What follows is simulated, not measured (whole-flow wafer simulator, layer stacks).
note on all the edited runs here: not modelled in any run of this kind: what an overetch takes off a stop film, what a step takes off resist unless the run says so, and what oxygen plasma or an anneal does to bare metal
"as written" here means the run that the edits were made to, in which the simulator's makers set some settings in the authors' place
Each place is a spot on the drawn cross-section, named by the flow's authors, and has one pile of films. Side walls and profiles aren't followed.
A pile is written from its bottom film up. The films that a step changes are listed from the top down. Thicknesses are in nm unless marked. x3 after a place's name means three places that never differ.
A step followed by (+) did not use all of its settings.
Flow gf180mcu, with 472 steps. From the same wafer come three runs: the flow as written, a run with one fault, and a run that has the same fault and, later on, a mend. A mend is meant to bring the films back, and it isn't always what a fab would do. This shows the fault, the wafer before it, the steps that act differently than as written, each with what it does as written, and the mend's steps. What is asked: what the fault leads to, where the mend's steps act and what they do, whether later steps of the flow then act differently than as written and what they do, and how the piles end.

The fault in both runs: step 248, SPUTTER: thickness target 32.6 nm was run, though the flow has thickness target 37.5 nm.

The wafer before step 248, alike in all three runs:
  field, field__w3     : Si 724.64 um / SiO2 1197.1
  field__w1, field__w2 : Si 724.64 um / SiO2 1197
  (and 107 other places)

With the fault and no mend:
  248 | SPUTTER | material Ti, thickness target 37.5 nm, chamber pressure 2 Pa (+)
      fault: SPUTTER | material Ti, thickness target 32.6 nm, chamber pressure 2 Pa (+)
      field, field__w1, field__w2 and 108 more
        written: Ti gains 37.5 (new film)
        fault: Ti gains 32.6 (new film)
  Steps later in the flow that act otherwise than as written (1 more step, not shown, differs only slightly: by at most 2% or 0.5 nm, whichever is larger):
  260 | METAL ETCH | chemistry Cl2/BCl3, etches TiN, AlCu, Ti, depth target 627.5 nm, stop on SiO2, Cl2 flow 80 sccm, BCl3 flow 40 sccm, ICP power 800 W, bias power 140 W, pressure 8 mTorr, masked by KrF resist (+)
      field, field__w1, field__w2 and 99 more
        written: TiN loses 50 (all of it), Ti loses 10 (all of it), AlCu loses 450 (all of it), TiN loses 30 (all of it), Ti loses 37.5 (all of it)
        fault: TiN loses 50 (all of it), Ti loses 10 (all of it), AlCu loses 450 (all of it), TiN loses 30 (all of it), Ti loses 32.6 (all of it)
  At field__w8, contact, m1 and 6 more, the piles at the end differ from the flow's by more than 2% or 0.5 nm, whichever is larger.
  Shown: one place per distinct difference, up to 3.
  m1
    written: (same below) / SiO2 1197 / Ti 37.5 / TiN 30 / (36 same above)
    fault: (same below) / SiO2 1197 / Ti 32.6 / TiN 30 / (36 same above)
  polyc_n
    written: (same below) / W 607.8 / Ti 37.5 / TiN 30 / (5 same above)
    fault: (same below) / W 607.8 / Ti 32.6 / TiN 30 / (5 same above)
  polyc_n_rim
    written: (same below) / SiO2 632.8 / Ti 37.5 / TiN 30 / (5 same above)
    fault: (same below) / SiO2 632.8 / Ti 32.6 / TiN 30 / (5 same above)

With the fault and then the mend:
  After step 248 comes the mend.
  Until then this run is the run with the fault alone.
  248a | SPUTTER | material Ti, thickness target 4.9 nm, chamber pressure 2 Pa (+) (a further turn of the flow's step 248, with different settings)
      field, field__w1, field__w2 and 108 more
        Ti gains 4.9
  Every later step of the flow that is run acts as written at every place that is followed.
  At every place that both follow, the piles at the end match the flow's.
